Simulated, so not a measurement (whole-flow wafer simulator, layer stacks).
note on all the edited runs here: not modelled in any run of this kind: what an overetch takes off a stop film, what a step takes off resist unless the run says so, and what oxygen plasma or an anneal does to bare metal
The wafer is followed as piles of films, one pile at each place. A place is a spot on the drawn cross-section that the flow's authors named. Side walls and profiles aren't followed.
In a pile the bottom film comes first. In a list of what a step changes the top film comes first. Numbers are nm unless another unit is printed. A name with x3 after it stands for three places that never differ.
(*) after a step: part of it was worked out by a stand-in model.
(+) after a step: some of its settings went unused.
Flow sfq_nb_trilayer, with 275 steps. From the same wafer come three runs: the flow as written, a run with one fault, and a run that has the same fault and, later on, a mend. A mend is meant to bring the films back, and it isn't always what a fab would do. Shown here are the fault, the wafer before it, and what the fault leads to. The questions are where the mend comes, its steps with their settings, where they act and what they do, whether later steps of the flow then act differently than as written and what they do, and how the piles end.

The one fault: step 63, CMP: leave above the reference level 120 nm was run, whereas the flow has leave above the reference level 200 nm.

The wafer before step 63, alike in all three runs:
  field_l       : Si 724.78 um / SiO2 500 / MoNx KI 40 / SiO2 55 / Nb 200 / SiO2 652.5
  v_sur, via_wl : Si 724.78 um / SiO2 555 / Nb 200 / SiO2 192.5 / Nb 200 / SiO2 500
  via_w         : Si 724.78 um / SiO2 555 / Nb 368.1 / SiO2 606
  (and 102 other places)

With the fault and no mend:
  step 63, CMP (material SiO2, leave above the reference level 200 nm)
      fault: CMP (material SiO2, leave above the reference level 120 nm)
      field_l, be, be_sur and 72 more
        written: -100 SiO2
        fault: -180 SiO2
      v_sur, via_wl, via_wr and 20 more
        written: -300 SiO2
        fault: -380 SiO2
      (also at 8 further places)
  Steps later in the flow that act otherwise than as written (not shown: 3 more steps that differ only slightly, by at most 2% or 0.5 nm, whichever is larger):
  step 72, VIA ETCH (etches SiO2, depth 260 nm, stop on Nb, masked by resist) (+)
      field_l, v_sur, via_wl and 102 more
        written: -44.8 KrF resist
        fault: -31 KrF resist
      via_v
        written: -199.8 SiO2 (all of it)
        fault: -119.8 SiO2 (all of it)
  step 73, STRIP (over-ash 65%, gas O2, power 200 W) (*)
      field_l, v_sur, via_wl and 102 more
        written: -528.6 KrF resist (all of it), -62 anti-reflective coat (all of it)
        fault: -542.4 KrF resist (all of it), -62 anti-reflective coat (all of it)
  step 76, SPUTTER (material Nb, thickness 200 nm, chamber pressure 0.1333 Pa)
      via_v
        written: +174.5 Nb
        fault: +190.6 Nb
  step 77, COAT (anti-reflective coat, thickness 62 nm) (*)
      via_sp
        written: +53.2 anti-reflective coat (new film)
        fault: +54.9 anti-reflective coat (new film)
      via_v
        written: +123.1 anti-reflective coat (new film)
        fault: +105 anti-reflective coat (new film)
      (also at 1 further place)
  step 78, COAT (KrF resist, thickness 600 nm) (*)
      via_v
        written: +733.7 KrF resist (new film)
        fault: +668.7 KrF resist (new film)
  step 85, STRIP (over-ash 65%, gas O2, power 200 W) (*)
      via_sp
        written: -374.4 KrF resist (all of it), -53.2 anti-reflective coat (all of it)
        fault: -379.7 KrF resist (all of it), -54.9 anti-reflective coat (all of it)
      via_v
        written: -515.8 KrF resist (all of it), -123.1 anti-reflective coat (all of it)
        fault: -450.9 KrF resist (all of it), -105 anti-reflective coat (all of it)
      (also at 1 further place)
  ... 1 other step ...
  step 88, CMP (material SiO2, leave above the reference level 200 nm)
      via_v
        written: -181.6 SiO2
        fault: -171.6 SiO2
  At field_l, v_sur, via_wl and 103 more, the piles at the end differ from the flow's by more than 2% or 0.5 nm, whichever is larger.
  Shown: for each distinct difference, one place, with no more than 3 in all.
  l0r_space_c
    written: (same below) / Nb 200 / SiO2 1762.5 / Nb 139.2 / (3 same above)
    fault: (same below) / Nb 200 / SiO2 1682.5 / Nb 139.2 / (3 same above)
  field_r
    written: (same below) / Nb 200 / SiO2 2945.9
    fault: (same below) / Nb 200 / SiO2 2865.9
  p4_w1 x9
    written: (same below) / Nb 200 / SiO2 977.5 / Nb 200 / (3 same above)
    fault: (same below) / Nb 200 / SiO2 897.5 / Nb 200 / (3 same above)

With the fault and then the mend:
  The mend follows step 70.
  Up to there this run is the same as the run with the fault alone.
  step 70a, STRIP (over-ash 65%, gas O2, power 200 W) (*)
      field_l, v_sur, via_wl and 102 more
        -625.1 KrF resist (all of it), -62 anti-reflective coat (all of it)
      via_v
        -62 anti-reflective coat (all of it)
  step 70b, PECVD (material SiO2, thickness 80 nm, 150 C, 17.78 s, RF power 183.3 W, pressure 2.4 Torr, precursor SiH4/N2O) (the flow's step 62, run once more with other settings)
      field_l, v_sur, via_wl and 103 more
        +80 SiO2
  step 70c, COAT (anti-reflective coat, thickness 62 nm) (the flow's step 65, run once more)
      field_l, v_sur, via_wl and 103 more
        +62 anti-reflective coat (new film)
  step 70d, COAT (KrF resist, thickness 650 nm) (the flow's step 66, run once more)
      field_l, v_sur, via_wl and 103 more
        +650 KrF resist (new film)
  step 70e, SOFTBAKE (KrF resist) (the flow's step 67, run once more)
      alters no film at any place that is followed
  step 70f, EXPOSE (photomask I1, dose 11.91 mJ/cm2, NA 0.6, wavelength 248 nm) (*) (the flow's step 68, run once more)
      alters no film at any place that is followed
  step 70g, PEB (KrF resist, 90 s) (the flow's step 69, run once more)
      field_l, v_sur, via_wl and 103 more
        -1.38 KrF resist
  step 70h, DEVELOP (KrF resist, thickness 650 nm, 60 s) (the flow's step 70, run once more)
      field_l, v_sur, via_wl and 102 more
        -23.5 KrF resist
      via_v
        -648.6 KrF resist (all of it)
  None of the later steps of the flow acts differently than as written at any place that is followed.
  By the end, the piles equal the flow's at every place that both follow.
